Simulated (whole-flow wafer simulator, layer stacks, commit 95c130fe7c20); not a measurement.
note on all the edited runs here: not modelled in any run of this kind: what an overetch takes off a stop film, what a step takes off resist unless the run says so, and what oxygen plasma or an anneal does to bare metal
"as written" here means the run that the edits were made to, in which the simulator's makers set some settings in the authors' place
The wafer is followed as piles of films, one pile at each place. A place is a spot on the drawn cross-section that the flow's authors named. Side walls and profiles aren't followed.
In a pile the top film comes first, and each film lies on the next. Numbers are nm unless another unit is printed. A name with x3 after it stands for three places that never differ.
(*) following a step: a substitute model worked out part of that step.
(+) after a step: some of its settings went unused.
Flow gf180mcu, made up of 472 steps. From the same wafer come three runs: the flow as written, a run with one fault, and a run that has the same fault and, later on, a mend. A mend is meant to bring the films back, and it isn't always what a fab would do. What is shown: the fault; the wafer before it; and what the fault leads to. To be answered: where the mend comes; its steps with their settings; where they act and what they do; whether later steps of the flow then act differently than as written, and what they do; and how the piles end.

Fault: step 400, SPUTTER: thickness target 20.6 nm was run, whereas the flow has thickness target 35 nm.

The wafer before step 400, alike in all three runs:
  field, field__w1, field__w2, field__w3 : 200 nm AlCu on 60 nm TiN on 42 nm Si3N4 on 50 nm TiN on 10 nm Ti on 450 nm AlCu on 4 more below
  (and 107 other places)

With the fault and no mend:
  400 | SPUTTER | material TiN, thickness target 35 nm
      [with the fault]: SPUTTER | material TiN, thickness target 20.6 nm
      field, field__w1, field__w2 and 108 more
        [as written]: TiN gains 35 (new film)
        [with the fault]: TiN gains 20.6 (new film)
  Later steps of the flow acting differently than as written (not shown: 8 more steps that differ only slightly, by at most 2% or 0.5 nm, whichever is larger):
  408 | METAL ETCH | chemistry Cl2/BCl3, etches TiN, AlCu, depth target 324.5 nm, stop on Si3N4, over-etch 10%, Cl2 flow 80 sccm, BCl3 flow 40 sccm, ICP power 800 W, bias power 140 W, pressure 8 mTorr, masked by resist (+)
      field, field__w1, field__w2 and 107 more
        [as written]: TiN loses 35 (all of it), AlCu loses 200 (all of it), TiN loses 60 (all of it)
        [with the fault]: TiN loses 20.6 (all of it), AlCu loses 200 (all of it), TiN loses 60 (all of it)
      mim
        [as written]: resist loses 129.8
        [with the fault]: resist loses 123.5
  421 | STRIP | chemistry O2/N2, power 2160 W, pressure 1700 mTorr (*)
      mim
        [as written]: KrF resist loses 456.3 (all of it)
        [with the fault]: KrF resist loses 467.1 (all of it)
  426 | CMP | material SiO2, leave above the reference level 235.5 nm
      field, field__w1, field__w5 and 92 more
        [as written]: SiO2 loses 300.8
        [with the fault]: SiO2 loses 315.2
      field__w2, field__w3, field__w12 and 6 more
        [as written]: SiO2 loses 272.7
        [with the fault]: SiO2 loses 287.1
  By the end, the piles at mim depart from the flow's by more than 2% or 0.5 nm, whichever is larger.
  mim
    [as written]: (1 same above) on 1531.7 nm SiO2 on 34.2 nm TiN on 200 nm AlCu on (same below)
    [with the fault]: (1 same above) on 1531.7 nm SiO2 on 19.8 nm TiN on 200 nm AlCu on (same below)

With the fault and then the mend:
  After step 400 comes the mend.
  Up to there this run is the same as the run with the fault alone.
  400a | SPUTTER | material TiN, thickness target 14.4 nm (the flow's step 400, run once more with other settings)
      field, field__w1, field__w2 and 108 more
        TiN gains 14.4
  Every later step of the flow that is run acts as written at every place that is followed.
  The piles end the same as the flow's at every place that both follow.
